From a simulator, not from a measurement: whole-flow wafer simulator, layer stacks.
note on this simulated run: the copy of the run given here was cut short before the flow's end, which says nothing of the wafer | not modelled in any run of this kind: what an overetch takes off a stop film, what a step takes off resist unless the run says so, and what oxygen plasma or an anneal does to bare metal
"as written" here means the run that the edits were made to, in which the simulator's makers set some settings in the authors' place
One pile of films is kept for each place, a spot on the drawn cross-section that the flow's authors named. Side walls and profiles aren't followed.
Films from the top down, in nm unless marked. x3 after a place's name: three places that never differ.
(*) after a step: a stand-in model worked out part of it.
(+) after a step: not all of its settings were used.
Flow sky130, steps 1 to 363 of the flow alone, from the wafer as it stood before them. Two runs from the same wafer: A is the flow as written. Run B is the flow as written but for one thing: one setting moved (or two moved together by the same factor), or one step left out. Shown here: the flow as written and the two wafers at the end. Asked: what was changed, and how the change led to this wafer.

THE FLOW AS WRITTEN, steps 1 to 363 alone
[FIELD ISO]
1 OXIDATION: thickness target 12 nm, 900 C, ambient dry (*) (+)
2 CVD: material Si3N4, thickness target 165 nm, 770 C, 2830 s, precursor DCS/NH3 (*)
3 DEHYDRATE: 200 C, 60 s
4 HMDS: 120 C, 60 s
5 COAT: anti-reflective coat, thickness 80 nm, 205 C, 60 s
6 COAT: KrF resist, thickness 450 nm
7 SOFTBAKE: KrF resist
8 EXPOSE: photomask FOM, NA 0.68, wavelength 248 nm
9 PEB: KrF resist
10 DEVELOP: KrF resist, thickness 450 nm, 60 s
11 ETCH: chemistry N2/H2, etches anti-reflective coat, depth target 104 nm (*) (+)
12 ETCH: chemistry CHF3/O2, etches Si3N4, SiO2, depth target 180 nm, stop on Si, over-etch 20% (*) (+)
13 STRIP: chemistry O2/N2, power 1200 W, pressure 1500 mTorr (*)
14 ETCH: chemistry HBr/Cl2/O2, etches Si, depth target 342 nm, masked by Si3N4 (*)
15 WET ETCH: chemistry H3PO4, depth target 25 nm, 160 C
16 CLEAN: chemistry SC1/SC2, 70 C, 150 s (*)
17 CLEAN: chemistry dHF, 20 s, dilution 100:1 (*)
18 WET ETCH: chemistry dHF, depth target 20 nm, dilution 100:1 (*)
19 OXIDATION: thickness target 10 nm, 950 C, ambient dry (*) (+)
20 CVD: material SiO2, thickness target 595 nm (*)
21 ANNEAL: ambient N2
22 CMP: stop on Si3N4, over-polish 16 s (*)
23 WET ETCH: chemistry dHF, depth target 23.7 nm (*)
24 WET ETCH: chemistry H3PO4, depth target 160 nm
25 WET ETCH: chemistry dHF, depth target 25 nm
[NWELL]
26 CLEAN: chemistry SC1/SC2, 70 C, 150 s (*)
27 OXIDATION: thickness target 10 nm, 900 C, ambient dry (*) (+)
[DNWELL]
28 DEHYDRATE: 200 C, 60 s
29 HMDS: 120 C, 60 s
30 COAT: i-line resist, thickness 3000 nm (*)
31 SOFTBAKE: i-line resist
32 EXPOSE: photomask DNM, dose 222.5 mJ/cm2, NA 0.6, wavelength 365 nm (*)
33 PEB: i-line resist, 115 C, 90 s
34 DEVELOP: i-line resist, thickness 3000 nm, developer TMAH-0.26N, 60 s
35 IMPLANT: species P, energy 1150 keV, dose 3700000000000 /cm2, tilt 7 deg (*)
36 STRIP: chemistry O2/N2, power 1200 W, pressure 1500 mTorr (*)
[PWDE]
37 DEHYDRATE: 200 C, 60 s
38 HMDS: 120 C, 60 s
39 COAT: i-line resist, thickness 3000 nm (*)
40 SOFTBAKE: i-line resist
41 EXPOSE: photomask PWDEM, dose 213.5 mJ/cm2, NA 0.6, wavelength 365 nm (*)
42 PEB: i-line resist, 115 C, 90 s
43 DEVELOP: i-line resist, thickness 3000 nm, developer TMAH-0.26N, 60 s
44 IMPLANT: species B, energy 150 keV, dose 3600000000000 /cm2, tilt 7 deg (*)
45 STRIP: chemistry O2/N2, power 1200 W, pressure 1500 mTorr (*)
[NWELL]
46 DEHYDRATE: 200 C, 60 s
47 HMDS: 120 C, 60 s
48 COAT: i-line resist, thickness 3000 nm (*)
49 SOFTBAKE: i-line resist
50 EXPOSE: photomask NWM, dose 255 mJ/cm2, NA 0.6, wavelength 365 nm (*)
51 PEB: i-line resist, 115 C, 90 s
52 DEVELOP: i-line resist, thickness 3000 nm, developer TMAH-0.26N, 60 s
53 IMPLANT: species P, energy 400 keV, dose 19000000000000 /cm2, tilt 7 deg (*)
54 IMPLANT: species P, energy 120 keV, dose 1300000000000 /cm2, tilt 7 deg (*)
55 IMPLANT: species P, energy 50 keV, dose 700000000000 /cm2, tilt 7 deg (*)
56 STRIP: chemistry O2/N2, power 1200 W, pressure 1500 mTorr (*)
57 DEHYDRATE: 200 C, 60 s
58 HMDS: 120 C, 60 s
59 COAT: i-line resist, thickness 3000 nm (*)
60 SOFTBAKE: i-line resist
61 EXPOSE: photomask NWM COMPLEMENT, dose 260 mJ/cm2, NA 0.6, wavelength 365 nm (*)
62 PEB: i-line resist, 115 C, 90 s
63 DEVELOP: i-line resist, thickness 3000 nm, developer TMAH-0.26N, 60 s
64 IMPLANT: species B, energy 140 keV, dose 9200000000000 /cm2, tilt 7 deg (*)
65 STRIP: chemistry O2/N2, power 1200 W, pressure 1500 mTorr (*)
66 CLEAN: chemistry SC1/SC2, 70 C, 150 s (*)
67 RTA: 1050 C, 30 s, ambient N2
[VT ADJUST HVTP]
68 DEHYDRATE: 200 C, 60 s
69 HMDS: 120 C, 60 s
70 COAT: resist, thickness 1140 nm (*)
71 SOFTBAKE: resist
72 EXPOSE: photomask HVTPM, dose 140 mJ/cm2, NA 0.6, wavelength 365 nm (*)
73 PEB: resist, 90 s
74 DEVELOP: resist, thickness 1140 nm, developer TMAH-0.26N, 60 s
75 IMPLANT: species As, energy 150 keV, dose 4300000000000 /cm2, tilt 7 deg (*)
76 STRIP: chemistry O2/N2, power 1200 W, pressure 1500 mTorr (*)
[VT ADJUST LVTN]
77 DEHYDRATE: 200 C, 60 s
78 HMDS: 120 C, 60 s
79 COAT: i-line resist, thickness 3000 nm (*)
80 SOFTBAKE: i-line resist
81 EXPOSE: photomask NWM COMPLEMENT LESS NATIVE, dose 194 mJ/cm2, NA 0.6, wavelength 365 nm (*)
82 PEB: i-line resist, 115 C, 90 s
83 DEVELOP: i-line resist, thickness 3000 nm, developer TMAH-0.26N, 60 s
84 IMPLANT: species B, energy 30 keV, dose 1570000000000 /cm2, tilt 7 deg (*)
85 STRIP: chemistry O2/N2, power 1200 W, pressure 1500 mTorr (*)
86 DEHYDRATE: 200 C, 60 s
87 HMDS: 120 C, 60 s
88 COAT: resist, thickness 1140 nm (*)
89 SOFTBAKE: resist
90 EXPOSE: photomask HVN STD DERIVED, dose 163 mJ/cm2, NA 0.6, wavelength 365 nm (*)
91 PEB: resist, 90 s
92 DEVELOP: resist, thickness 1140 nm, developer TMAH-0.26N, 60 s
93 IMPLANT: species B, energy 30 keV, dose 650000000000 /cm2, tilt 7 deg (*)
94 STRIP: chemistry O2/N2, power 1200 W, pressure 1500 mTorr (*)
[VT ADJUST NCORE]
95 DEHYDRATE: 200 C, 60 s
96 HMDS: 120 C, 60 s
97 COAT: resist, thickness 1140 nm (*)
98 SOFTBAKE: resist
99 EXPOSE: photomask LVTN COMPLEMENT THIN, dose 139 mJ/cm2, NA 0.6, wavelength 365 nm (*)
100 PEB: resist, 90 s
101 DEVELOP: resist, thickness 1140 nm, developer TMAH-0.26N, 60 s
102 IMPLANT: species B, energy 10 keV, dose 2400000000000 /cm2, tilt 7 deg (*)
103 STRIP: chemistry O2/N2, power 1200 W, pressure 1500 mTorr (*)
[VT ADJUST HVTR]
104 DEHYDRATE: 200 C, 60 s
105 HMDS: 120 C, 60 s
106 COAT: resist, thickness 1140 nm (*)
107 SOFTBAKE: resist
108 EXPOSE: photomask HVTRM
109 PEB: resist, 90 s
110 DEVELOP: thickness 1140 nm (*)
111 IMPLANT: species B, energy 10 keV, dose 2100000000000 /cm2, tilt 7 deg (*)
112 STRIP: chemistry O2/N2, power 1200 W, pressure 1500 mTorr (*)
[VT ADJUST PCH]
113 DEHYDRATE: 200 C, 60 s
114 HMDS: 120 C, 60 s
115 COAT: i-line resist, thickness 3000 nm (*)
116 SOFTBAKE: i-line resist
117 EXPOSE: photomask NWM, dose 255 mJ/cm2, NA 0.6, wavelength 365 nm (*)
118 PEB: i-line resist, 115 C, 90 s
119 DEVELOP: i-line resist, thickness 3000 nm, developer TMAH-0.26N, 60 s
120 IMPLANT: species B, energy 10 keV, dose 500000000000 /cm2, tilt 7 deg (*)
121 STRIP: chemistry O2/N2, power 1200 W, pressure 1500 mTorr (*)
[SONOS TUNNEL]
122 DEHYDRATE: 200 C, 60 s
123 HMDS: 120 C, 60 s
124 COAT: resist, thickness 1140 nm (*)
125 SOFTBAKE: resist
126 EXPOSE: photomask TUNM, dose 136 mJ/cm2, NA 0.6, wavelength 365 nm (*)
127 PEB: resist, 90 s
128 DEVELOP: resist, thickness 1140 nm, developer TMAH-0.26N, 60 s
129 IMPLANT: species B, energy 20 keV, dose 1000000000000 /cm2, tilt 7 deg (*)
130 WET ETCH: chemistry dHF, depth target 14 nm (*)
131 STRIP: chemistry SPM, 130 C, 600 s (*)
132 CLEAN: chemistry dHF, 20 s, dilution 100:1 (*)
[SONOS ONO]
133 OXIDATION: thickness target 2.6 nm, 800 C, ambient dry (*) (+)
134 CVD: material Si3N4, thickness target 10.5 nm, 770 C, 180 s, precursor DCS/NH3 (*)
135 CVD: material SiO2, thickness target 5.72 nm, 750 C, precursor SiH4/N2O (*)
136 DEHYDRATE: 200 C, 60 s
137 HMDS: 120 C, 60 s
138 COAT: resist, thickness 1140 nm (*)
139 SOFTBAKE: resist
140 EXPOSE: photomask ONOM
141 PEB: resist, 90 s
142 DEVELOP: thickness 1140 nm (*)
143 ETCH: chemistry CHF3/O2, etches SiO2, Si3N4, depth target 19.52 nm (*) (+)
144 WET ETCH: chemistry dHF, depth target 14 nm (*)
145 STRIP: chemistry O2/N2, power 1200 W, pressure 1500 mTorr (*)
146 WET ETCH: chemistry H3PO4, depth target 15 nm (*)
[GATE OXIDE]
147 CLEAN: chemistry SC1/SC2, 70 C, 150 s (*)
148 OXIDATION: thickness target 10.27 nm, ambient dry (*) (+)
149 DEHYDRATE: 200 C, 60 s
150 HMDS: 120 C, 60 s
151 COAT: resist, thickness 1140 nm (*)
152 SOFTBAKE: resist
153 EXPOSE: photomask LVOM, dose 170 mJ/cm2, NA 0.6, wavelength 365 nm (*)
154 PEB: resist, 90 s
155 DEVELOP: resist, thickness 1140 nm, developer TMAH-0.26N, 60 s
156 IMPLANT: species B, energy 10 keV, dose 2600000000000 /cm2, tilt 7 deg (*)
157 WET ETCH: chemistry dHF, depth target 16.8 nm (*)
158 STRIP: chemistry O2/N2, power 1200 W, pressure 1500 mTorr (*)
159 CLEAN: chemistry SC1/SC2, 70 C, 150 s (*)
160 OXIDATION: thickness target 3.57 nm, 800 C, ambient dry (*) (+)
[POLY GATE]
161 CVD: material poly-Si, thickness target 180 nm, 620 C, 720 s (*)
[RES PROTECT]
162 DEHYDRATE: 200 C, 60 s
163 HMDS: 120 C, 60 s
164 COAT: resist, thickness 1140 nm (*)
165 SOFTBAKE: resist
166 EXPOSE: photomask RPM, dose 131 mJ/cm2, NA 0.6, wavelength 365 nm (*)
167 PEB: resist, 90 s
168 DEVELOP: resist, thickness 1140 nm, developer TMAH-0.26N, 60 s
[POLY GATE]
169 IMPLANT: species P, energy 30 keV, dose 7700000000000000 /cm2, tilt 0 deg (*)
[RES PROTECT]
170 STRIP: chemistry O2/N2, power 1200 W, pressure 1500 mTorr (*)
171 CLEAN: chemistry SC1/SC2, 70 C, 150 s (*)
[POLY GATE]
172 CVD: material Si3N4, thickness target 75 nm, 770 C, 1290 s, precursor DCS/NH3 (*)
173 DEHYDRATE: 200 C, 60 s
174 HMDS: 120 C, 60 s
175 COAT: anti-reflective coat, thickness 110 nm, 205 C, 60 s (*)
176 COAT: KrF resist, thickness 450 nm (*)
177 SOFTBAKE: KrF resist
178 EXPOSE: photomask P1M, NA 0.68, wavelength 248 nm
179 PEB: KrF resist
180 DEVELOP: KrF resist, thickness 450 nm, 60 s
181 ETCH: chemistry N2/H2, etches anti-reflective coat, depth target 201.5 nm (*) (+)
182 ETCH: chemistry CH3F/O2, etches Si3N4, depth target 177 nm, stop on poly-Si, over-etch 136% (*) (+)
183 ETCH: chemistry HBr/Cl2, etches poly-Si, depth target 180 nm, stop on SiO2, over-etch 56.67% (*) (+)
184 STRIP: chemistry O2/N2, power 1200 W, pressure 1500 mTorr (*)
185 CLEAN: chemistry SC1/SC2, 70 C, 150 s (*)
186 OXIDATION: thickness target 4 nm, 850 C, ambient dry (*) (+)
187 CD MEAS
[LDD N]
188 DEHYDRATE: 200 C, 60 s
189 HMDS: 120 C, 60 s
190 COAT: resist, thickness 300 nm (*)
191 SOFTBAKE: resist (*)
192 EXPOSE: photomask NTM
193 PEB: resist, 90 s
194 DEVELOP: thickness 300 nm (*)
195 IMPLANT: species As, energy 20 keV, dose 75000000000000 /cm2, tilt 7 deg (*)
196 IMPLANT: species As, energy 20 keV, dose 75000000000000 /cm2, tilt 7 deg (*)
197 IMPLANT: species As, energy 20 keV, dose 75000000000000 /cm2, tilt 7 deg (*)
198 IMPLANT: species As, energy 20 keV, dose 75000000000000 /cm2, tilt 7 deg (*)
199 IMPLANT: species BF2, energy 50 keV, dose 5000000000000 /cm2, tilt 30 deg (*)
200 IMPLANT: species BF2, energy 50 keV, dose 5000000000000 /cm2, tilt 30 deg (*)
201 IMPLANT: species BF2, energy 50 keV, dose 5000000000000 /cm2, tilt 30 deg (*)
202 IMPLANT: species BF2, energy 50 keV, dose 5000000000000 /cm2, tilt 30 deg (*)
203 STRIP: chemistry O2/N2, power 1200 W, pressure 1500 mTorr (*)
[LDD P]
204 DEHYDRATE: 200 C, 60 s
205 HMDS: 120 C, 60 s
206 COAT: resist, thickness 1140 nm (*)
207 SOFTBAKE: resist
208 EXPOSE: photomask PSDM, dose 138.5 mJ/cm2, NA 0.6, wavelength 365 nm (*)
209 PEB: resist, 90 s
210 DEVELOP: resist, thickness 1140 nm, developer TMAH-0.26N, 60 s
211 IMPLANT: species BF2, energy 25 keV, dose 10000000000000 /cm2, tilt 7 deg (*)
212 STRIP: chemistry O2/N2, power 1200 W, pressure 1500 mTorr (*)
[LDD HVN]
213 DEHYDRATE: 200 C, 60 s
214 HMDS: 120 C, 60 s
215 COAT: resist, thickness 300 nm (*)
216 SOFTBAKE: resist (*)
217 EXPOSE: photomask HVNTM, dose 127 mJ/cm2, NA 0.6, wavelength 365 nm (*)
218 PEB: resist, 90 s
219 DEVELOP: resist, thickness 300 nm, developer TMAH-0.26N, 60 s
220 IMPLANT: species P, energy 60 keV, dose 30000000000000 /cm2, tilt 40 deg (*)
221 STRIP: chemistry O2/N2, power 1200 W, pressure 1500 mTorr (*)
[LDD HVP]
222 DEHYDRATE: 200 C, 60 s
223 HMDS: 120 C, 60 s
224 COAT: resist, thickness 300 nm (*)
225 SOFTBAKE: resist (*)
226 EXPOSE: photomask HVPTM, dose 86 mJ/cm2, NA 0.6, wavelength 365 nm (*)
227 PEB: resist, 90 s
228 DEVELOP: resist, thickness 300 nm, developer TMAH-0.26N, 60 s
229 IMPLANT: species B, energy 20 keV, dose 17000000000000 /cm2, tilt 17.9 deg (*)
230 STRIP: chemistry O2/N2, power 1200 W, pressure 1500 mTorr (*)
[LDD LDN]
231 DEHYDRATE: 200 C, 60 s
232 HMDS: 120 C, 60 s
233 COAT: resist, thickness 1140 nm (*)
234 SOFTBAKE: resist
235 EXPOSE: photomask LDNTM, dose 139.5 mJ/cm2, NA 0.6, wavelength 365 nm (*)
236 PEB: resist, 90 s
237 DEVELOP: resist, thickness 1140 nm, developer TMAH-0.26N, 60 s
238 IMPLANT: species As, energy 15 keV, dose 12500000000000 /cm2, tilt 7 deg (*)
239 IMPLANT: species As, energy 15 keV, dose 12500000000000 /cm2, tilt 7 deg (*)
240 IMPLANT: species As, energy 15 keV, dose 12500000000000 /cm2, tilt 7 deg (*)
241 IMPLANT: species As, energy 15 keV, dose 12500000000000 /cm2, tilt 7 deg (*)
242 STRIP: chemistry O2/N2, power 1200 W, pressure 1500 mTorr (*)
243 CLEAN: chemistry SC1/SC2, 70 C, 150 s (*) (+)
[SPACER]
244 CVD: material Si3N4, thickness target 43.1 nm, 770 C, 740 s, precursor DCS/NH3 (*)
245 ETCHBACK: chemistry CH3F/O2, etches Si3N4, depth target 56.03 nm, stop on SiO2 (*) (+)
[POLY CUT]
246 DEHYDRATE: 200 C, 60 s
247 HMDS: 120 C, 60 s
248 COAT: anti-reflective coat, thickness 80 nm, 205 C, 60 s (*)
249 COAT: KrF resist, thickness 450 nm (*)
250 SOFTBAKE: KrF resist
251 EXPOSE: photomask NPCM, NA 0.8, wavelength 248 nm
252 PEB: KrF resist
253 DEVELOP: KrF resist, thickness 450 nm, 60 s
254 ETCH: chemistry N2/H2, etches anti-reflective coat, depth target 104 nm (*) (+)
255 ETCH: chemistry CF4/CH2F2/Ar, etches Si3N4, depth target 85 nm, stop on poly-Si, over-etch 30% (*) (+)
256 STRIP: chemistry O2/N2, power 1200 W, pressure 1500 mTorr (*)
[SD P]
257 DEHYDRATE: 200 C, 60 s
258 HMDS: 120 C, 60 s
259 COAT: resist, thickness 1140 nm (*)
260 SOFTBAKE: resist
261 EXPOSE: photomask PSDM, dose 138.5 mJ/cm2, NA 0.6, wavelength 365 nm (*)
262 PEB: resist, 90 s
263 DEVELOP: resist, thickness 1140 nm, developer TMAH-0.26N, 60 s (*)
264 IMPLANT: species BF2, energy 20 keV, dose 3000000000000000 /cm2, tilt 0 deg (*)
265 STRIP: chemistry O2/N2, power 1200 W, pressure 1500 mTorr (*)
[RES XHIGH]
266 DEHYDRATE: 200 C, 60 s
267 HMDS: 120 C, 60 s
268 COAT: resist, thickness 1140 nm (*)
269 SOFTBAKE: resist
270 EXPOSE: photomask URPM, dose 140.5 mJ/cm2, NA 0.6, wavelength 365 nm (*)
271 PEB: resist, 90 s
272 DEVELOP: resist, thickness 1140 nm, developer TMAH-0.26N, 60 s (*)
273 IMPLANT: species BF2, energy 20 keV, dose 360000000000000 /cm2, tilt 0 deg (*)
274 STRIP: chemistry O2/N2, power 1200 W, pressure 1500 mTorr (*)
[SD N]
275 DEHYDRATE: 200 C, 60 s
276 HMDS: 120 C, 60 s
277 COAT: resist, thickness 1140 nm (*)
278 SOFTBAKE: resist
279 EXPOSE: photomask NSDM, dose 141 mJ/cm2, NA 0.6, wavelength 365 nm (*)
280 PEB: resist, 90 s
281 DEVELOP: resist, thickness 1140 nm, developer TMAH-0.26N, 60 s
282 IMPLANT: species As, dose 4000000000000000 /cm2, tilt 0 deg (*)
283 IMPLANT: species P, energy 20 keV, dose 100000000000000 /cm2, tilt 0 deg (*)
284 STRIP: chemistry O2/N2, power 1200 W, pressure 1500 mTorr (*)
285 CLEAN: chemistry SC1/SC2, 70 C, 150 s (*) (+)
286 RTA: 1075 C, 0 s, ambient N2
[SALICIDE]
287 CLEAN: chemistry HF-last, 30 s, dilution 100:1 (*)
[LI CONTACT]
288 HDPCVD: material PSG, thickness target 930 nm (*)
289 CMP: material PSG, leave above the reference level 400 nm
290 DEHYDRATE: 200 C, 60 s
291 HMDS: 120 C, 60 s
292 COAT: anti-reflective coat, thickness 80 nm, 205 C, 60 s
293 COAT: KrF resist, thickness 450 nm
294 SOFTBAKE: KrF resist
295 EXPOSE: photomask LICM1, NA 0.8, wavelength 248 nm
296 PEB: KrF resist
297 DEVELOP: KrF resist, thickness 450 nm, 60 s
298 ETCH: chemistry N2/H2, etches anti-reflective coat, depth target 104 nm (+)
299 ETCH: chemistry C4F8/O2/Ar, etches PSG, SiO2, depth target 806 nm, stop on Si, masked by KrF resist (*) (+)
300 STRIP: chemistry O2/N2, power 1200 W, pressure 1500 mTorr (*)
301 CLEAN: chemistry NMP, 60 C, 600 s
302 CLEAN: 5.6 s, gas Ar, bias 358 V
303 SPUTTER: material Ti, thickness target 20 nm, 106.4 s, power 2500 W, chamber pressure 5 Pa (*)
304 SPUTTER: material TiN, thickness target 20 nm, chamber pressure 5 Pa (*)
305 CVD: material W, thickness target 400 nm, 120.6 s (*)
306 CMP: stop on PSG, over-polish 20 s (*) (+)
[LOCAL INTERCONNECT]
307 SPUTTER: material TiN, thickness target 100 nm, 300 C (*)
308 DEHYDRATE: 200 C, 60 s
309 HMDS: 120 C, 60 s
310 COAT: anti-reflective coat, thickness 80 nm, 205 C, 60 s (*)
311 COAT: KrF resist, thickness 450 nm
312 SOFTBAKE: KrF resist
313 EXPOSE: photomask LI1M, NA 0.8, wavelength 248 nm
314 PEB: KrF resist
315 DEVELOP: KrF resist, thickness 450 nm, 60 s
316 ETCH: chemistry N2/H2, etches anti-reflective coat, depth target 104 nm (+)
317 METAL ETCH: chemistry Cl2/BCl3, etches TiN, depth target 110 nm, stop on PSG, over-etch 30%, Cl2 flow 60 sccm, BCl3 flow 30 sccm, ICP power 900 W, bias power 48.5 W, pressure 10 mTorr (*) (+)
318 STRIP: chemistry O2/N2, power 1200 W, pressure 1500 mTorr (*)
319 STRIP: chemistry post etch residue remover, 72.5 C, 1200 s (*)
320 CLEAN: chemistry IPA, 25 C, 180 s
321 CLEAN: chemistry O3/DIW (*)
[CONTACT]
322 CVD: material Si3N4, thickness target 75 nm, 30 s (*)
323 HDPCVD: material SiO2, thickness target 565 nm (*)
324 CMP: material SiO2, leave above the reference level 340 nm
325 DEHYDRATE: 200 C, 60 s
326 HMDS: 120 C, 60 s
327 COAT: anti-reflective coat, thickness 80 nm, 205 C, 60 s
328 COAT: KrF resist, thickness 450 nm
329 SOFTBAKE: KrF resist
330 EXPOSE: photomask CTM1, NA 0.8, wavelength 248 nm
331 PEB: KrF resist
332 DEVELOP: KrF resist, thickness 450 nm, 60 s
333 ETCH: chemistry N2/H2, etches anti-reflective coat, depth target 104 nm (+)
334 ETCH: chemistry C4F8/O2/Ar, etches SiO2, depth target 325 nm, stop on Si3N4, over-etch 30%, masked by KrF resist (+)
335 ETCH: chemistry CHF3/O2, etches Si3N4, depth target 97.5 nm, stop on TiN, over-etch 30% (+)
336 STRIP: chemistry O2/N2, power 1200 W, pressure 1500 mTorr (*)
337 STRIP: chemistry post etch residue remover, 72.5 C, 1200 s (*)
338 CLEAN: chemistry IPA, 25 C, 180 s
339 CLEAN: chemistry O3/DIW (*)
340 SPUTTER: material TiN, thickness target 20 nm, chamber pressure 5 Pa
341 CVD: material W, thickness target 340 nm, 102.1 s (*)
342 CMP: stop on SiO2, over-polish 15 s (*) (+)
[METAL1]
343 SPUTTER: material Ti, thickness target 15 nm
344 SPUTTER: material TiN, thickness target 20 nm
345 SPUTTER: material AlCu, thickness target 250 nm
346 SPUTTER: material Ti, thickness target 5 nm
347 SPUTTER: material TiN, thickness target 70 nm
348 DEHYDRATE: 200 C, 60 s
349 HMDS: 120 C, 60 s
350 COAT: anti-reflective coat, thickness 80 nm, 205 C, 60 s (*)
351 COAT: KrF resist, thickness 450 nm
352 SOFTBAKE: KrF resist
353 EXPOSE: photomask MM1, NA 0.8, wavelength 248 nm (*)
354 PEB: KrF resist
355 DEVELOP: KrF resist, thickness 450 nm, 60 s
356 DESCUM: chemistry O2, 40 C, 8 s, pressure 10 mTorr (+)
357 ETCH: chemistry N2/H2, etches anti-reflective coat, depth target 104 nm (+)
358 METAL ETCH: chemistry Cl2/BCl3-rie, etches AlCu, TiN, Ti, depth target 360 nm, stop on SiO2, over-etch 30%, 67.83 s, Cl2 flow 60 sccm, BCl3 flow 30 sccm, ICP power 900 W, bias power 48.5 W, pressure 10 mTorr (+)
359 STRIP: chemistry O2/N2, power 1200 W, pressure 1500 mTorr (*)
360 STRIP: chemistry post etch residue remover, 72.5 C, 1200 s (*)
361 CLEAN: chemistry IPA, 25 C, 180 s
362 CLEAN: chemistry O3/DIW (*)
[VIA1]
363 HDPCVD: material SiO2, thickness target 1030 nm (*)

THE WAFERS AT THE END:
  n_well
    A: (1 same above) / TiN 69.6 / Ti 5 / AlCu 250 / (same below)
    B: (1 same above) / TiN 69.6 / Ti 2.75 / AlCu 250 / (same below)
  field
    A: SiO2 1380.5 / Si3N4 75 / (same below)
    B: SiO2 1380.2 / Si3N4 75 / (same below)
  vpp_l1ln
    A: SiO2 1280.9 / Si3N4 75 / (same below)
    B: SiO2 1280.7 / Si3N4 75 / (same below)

The cause: step 346, SPUTTER: thickness target 2.75 nm was run, where the flow has thickness target 5 nm.
It can be read off the wafer: n_well has Ti 2.75, and step 346 as written asks for 5 nm.

How the change led to this, step by step:
  346 SPUTTER: material Ti, thickness target 5 nm
      field, active, n_well and 188 more: A Ti +5 (new film) | B Ti +2.75 (new film)
  358 METAL ETCH: chemistry Cl2/BCl3-rie, etches AlCu, TiN, Ti, depth target 360 nm, stop on SiO2, over-etch 30%, 67.83 s, Cl2 flow 60 sccm, BCl3 flow 30 sccm, ICP power 900 W, bias power 48.5 W, pressure 10 mTorr (+)
      field, active, gate and 81 more: A TiN -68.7 (all of it), Ti -5 (all of it), AlCu -250 (all of it), TiN -20 (all of it), Ti -15 (all of it), SiO2 -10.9 | B TiN -68.7 (all of it), Ti -2.75 (all of it), AlCu -250 (all of it), TiN -20 (all of it), Ti -15 (all of it), SiO2 -11.2
